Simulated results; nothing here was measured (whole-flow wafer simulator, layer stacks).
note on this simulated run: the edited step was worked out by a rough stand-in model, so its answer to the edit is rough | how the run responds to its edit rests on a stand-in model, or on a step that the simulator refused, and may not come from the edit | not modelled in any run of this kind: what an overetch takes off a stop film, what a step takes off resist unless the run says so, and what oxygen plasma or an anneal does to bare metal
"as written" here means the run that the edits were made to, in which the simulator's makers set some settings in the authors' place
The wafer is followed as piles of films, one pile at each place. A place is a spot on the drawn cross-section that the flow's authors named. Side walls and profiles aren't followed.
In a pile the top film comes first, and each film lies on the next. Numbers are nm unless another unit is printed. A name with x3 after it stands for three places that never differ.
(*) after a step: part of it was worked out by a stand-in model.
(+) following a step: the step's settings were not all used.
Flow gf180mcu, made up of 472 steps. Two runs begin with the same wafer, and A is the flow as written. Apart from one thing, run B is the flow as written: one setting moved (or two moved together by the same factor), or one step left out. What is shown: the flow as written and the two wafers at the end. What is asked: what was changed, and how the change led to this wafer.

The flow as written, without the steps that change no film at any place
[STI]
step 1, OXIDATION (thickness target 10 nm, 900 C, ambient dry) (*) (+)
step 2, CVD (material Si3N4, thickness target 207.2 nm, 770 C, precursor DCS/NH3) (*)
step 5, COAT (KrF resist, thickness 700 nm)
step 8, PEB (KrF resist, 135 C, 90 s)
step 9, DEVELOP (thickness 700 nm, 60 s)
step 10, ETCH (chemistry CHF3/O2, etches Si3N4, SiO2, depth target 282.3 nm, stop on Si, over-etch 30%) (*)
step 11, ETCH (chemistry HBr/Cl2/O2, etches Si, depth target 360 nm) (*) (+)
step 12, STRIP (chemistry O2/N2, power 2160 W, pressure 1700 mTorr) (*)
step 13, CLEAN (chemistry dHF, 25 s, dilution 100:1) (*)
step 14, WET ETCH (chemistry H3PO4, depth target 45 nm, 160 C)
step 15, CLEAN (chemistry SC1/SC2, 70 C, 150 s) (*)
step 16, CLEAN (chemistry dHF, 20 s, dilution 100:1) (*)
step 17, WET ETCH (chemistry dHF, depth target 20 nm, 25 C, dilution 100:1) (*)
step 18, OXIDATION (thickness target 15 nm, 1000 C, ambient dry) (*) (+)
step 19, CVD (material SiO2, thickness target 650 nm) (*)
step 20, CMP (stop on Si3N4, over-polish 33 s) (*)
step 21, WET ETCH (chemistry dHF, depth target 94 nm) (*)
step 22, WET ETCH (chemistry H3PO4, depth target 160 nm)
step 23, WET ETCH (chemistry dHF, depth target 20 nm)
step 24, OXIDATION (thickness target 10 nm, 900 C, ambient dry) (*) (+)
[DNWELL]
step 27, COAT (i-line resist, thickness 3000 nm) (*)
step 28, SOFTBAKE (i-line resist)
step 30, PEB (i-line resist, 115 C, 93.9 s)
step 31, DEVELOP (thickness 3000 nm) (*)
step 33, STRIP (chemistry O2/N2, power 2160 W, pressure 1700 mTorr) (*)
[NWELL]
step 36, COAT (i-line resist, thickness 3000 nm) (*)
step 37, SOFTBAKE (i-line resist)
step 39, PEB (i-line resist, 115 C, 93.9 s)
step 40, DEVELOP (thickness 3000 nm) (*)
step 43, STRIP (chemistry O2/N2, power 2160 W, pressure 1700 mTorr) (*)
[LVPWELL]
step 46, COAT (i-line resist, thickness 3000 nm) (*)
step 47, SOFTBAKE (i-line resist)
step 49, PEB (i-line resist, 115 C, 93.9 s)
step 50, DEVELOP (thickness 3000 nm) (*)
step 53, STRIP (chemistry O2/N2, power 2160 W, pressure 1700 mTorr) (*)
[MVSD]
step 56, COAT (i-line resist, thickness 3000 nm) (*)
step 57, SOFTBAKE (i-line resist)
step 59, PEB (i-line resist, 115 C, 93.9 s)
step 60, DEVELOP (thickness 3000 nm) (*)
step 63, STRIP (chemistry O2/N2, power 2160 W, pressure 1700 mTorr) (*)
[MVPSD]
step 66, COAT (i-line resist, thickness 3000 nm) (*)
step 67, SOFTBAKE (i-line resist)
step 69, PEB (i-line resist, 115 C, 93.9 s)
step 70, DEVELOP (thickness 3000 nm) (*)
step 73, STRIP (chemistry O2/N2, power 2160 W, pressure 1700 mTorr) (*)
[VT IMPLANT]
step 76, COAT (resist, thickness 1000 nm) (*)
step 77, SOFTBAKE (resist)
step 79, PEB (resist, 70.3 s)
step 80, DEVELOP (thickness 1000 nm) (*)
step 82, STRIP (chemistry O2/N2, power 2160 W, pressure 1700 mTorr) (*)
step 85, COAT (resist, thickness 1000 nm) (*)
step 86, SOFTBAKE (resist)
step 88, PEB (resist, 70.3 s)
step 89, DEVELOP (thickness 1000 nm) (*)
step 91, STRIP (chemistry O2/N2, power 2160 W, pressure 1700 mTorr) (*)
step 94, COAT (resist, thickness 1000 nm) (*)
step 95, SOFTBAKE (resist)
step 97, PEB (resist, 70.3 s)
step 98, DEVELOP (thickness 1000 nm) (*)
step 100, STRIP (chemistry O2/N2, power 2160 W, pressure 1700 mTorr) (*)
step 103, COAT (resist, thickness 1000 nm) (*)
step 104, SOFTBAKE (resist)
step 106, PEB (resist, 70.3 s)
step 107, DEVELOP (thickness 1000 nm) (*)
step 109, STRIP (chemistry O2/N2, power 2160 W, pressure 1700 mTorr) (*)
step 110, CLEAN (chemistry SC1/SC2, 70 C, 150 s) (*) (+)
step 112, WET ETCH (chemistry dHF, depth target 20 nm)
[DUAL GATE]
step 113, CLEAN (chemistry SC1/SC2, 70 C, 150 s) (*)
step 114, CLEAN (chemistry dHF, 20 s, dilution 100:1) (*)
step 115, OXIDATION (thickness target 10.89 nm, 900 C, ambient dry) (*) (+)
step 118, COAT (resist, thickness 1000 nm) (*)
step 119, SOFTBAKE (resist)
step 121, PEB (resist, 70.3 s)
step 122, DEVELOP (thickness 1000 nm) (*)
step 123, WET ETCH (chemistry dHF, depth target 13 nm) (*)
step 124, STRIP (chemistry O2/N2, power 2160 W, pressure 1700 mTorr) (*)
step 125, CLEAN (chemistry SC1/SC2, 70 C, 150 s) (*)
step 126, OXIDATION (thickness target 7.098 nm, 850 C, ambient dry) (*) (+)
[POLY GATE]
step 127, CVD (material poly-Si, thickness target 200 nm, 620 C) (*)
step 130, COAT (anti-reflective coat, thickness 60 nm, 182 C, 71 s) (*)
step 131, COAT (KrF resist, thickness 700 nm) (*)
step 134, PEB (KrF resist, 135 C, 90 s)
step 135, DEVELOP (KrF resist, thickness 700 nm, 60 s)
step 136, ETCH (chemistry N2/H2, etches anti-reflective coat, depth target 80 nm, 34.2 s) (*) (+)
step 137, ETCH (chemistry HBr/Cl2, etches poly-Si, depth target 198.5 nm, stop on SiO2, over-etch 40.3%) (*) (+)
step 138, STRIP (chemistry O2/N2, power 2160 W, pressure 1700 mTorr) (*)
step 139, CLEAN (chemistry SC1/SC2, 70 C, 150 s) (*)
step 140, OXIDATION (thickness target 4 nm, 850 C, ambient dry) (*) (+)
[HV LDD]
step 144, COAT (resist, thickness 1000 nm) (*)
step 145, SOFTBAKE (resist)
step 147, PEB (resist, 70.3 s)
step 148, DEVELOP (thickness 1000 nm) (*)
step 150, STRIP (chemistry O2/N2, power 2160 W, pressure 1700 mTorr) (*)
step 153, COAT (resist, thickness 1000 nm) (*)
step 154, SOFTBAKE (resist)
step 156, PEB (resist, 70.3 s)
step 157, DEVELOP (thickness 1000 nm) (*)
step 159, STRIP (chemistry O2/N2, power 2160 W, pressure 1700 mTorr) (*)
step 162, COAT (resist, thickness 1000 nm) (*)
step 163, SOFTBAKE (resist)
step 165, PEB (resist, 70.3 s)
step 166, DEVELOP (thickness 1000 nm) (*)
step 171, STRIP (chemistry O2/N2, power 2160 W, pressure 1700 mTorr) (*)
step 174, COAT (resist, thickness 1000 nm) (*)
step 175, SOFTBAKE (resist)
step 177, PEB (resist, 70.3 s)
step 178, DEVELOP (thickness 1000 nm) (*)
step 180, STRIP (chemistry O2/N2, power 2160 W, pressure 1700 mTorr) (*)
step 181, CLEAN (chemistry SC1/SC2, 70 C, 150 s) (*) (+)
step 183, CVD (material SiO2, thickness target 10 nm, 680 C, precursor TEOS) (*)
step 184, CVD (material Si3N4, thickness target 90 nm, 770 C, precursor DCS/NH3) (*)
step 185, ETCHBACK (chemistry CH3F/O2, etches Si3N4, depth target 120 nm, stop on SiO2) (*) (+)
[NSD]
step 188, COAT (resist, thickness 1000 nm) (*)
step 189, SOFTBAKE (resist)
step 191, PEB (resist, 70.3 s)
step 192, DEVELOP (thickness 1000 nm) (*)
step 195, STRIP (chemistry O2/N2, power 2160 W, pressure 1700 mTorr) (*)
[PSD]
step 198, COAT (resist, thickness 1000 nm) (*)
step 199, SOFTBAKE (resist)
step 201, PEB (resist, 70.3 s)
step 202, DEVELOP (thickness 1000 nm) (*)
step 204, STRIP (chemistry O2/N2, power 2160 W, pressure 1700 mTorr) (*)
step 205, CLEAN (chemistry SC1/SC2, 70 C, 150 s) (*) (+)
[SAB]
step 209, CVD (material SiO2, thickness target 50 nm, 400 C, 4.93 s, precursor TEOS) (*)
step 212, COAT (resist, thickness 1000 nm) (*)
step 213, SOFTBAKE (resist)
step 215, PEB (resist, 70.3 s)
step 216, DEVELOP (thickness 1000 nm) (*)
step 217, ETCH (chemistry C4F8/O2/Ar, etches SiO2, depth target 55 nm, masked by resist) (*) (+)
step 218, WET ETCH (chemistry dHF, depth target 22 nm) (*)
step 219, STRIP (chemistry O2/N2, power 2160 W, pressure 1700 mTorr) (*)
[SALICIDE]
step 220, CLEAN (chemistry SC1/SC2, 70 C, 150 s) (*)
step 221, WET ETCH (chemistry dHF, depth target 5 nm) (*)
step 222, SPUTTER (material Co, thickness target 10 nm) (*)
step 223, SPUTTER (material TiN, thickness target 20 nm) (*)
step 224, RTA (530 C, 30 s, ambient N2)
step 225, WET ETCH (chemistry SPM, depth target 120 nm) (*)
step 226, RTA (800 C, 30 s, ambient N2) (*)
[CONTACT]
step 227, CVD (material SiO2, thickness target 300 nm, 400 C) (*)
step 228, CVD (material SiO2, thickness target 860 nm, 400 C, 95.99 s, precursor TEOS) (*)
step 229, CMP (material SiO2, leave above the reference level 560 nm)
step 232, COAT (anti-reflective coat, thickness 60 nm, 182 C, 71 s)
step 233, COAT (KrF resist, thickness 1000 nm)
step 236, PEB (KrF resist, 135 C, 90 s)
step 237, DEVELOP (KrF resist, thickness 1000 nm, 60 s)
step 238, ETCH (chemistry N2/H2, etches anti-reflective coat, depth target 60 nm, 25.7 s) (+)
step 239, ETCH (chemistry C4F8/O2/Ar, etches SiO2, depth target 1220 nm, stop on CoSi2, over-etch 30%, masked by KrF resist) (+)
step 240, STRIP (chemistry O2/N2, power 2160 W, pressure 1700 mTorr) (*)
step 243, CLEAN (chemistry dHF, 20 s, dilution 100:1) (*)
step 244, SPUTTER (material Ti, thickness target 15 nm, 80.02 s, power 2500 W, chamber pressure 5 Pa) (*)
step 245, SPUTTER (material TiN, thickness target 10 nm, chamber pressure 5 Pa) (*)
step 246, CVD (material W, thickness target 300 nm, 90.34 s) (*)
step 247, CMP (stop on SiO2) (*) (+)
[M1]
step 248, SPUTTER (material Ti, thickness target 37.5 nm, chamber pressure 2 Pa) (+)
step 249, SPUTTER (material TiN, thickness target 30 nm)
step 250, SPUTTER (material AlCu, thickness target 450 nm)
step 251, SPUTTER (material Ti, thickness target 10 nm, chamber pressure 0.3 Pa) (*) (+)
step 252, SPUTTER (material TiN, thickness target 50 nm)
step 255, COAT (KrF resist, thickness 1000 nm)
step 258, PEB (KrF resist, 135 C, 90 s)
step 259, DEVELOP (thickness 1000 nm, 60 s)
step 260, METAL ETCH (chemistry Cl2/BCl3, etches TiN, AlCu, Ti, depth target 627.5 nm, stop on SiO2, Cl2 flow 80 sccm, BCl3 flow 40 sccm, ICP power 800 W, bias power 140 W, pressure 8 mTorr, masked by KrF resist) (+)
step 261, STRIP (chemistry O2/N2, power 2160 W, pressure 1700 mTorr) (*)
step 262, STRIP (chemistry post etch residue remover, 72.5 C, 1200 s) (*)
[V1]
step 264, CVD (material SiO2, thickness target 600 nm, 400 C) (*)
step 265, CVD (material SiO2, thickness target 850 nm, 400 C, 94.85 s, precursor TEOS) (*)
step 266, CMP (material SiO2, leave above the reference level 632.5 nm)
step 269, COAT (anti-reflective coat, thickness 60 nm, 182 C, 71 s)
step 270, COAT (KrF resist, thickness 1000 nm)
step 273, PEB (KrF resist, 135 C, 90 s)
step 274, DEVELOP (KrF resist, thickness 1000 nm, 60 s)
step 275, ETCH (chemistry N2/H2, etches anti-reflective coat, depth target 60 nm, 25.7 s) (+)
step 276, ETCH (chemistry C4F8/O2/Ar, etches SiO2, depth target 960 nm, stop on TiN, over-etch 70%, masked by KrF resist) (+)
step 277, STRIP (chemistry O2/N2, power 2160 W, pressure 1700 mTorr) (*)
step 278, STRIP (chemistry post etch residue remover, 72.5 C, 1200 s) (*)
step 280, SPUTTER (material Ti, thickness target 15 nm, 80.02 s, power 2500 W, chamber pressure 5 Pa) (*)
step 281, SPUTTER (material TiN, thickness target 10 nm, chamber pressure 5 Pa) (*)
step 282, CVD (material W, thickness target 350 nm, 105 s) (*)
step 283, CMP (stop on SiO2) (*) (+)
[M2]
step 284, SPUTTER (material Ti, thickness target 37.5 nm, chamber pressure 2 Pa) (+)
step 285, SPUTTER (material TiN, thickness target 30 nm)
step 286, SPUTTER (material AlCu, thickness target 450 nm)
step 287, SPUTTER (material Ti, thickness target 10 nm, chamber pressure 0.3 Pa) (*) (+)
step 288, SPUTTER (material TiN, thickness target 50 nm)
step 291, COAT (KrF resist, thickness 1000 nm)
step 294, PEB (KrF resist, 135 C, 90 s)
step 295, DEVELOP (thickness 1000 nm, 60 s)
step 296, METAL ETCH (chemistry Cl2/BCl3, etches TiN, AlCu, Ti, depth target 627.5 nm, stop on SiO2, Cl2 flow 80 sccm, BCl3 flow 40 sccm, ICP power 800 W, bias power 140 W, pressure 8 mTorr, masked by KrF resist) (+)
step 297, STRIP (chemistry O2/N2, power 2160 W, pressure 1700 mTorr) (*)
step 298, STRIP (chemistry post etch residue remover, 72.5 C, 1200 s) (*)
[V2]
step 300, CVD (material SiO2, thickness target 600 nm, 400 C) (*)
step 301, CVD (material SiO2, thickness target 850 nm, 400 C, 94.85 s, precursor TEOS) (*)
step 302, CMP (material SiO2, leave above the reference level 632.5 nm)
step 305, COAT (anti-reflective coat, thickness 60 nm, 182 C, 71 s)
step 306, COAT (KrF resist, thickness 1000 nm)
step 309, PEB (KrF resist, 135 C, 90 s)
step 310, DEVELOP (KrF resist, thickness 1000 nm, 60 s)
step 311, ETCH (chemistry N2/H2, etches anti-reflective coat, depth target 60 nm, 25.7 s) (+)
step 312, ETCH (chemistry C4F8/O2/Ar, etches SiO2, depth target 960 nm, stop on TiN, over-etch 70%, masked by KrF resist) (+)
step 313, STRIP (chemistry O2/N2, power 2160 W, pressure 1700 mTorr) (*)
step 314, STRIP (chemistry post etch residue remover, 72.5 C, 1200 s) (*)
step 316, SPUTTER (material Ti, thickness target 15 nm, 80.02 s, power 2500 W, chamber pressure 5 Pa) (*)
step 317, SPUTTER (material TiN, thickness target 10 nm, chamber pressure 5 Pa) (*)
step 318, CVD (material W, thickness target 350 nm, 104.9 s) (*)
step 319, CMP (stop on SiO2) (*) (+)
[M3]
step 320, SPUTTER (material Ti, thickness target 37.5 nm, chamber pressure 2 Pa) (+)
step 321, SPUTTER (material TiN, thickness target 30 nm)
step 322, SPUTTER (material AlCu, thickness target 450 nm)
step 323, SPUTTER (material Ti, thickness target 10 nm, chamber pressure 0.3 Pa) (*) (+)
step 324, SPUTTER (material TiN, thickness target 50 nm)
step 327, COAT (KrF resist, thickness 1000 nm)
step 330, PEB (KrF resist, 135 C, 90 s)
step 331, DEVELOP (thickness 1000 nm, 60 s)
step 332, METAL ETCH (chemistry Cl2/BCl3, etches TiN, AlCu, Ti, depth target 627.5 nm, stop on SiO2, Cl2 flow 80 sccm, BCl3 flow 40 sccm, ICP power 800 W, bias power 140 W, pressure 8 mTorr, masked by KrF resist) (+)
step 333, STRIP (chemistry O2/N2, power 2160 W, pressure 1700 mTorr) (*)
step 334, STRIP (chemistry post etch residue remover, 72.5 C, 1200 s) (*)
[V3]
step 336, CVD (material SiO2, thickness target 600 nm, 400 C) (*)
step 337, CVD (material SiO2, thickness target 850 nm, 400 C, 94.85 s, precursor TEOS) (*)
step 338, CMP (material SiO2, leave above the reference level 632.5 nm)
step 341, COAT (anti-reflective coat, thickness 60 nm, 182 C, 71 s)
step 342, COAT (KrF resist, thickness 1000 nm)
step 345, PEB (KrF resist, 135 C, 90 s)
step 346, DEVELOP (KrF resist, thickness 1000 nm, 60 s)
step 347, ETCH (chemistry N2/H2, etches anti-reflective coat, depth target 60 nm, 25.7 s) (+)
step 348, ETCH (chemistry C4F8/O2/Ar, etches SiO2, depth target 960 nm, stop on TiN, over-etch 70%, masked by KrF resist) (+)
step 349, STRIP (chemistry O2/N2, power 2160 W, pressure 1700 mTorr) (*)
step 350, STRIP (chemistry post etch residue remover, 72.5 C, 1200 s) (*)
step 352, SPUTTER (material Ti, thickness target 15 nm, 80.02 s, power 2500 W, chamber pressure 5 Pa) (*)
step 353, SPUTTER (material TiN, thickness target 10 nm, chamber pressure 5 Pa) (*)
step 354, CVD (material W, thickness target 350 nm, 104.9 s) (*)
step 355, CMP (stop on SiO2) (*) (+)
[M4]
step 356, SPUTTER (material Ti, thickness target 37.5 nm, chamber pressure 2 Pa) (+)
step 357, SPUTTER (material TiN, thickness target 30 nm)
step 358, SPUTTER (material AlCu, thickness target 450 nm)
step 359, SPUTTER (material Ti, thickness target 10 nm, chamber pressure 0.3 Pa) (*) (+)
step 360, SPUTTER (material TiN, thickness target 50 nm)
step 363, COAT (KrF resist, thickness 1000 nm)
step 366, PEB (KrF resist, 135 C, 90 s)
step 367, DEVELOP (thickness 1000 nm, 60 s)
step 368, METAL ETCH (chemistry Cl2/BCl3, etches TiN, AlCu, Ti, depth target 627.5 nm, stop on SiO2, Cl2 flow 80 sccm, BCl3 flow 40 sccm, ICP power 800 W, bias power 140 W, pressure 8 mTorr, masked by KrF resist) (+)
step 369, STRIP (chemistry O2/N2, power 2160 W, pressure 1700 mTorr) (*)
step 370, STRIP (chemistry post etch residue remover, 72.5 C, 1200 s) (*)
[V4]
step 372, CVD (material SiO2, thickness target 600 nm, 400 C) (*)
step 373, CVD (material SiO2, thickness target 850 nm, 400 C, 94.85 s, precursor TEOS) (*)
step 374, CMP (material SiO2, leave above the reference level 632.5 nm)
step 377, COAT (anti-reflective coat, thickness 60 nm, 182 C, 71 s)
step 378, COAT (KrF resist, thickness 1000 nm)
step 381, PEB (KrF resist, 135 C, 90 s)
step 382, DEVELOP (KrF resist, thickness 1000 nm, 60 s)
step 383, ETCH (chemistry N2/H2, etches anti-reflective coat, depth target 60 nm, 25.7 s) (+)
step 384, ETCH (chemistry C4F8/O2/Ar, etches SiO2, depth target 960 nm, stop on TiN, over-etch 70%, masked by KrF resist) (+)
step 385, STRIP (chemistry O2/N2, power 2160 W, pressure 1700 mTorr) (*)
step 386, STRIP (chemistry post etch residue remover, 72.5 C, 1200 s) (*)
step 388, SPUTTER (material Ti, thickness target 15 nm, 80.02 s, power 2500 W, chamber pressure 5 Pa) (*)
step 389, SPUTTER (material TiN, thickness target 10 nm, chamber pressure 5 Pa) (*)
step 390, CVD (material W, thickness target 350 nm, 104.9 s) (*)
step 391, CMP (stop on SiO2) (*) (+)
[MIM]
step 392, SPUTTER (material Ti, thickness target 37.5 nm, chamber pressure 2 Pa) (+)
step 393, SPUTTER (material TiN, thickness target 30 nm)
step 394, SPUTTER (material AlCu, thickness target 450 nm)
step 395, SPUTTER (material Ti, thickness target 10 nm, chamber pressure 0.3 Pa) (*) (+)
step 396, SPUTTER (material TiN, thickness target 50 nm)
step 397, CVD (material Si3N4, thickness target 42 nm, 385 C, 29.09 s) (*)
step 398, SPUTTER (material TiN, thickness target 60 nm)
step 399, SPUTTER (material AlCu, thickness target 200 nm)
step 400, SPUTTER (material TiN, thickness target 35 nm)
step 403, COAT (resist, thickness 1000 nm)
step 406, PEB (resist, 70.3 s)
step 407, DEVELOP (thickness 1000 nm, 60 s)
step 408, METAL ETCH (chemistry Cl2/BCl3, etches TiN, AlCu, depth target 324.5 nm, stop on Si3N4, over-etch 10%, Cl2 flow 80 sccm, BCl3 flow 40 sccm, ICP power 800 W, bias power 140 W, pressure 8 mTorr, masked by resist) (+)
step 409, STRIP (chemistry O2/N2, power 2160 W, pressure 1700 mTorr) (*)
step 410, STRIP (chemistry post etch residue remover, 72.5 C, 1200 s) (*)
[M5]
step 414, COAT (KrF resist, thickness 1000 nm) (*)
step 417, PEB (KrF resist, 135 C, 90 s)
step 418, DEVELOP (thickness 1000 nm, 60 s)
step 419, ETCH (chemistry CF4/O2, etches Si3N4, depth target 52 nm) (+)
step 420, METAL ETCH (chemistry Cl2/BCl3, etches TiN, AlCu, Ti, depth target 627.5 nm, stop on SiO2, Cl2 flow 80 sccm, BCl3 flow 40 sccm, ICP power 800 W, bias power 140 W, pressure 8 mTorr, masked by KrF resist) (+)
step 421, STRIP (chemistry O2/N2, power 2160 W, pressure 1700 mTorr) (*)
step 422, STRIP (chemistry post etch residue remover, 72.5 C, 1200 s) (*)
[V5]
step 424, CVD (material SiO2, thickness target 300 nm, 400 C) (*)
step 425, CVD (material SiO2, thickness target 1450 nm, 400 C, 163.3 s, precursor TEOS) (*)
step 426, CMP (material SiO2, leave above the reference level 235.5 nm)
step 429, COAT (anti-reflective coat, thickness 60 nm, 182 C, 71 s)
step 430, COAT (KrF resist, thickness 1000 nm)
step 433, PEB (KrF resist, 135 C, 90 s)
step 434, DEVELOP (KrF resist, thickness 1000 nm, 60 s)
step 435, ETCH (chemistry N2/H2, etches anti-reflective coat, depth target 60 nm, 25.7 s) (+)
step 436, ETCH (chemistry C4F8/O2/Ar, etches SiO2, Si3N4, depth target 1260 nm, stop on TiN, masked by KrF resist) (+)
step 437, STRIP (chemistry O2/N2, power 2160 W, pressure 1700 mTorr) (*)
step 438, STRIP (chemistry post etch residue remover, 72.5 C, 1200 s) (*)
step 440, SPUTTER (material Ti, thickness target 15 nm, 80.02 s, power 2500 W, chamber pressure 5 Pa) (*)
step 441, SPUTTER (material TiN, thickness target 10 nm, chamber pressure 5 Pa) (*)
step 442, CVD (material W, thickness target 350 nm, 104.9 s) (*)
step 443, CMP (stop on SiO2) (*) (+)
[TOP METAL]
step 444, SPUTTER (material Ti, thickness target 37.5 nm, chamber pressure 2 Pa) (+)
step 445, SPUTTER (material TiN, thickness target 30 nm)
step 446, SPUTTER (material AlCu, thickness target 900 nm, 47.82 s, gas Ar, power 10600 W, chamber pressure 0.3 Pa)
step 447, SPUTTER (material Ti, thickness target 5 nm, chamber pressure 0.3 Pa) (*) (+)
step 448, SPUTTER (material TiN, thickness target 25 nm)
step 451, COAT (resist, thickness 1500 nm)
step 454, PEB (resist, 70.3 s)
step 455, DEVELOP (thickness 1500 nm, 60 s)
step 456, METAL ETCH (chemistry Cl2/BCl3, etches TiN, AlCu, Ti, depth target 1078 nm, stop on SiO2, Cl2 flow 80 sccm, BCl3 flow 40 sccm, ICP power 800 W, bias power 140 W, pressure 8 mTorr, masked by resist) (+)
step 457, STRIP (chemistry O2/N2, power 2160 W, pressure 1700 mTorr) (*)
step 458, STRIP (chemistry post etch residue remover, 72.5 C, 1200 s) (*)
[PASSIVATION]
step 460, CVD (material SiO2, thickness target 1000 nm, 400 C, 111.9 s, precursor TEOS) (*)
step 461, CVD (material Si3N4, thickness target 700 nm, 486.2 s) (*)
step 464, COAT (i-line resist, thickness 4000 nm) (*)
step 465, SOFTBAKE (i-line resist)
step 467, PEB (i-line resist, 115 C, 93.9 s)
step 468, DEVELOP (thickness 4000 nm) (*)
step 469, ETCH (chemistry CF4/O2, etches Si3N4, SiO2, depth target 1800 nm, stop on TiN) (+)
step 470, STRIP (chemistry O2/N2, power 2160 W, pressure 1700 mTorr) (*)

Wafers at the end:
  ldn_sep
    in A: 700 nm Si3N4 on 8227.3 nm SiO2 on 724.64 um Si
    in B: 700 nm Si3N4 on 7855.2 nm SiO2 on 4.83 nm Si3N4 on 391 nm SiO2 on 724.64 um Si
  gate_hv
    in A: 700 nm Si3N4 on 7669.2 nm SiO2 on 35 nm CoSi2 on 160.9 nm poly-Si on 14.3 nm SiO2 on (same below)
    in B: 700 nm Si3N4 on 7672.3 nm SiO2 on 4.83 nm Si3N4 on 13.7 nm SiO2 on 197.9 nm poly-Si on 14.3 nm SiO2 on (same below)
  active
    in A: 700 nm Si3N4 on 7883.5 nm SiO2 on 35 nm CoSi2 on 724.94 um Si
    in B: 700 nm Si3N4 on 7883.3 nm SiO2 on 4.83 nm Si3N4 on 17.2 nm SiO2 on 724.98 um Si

What caused this: step 185, ETCHBACK: depth target 81 nm was run, though the flow has depth target 120 nm.

Step by step, how the change led to this:
  step 185, ETCHBACK (chemistry CH3F/O2, etches Si3N4, depth target 120 nm, stop on SiO2) (*) (+)
      field, field__w1, field__w2 and 100 more: A Si3N4 loses 90 (all of it), SiO2 loses 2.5 | B Si3N4 loses 81
  step 189, SOFTBAKE (resist)
      field__w9: A resist gains 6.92 | B resist loses 3.14
      nw_enc_fld_lv: A resist gains 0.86 | B resist gains 5.57
  step 199, SOFTBAKE (resist)
      field__w9: A resist gains 6.92 | B resist loses 3.14
      nw_enc_fld_lv: A resist gains 0.86 | B resist gains 5.57
  step 205, CLEAN (chemistry SC1/SC2, 70 C, 150 s) (*) (+)
      field, field__w1, field__w2 and 105 more: A SiO2 loses 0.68 | B Si3N4 loses 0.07
  step 209, CVD (material SiO2, thickness target 50 nm, 400 C, 4.93 s, precursor TEOS) (*)
      field, field__w7, field__w8 and 73 more: A SiO2 gains 50 | B SiO2 gains 50 (new film)
      field_sub__w1, field_sub__w3, field_sub__w4, field_sub__w5, ld_drift_n: A SiO2 gains 48.9 | B SiO2 gains 48.8 (new film)
      (and at 27 other places as well)
  step 217, ETCH (chemistry C4F8/O2/Ar, etches SiO2, depth target 55 nm, masked by resist) (*) (+)
      field, field__w7, field__w8 and 70 more: A SiO2 loses 55 | B SiO2 loses 50 (all of it), Si3N4 loses 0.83
      field_sub__w1, field_sub__w3, field_sub__w4, field_sub__w5, ld_drift_n: A SiO2 loses 55 | B SiO2 loses 48.8 (all of it), Si3N4 loses 1.03
      (and at 21 other places as well)
  step 218, WET ETCH (chemistry dHF, depth target 22 nm) (*)
      gate, gate_hv, gate_p and 23 more: A SiO2 loses 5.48 (all of it) | B Si3N4 loses 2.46
      field, field__w10, sti and 14 more: A SiO2 loses 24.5 | B Si3N4 loses 2.46
      (and at 56 other places as well)
  step 219, STRIP (chemistry O2/N2, power 2160 W, pressure 1700 mTorr) (*)
      gate, gate_hv, gate_p and 23 more: A chemical SiO2 gains 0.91 (new film), poly-Si loses 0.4 | B nothing
      active, p_well, sd_n and 20 more: A chemical SiO2 gains 0.91 (new film), Si loses 0.4 | B nothing
  step 220, CLEAN (chemistry SC1/SC2, 70 C, 150 s) (*)
      field, field__w1, field__w2 and 47 more: A SiO2 loses 0.68 | B Si3N4 loses 0.07
  step 221, WET ETCH (chemistry dHF, depth target 5 nm) (*)
      active, p_well, gate and 46 more: A chemical SiO2 loses 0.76 (all of it) | B Si3N4 loses 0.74
      field, field__w1, field__w2 and 23 more: A SiO2 loses 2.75 | B Si3N4 loses 0.74
      (and at 24 other places as well)
  step 222, SPUTTER (material Co, thickness target 10 nm) (*)
      ld_drift_p: A Co gains 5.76 (new film) | B Co gains 6.28 (new film)
  step 224, RTA (530 C, 30 s, ambient N2)
      gate, gate_hv, gate_p and 22 more: A under 1 film: CoSi gains 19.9 (new film), Co loses 10 (all of it), poly-Si loses 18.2 | B nothing
      active, p_well, sd_n and 11 more: A under 1 film: CoSi gains 19.9 (new film), Co loses 10 (all of it), Si loses 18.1 | B nothing
      (and at 10 other places as well)
  step 225, WET ETCH (chemistry SPM, depth target 120 nm) (*)
      active, p_well, gate and 36 more: A TiN loses 20 (all of it) | B TiN loses 20 (all of it), Co loses 10 (all of it)
      sd_p: A TiN loses 17.9 (all of it) | B TiN loses 18.3 (all of it), Co loses 9.25 (all of it)
      (and at 10 other places as well)
  step 226, RTA (800 C, 30 s, ambient N2) (*)
      gate, gate_hv, gate_p and 22 more: A CoSi2 gains 35 (new film), CoSi loses 19.9 (all of it), poly-Si loses 18.2 | B nothing
      active, p_well, sd_n and 11 more: A CoSi2 gains 35 (new film), CoSi loses 19.9 (all of it), Si loses 18.1 | B nothing
      (and at 10 other places as well)
  step 227, CVD (material SiO2, thickness target 300 nm, 400 C) (*)
      field, field__w1, field__w2 and 47 more: A SiO2 gains 300 | B SiO2 gains 300 (new film)
  step 228, CVD (material SiO2, thickness target 860 nm, 400 C, 95.99 s, precursor TEOS) (*)
      ld_drift_p: A SiO2 gains 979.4 | B SiO2 gains 958.5
  ... 5 further steps ...
  step 471, ANNEAL (400 C, 1800 s, ambient N2/H2)
      polyc_n, polyc_p: A nothing | B under 9 films: void gains 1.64 (new film), Ti loses 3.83, TiSi first gains 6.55 (new film), poly-Si loses 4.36
      contact: A nothing | B under 49 films: void gains 1.62 (new film), Ti loses 3.83, TiSi first gains 6.55 (new film), Si loses 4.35
With metal films that touch counted as one body, gate_hv has 0 bodies; the flow as written gives 1 body.
With metal films that touch counted as one body, active has 0 bodies; the flow as written gives 1 body.
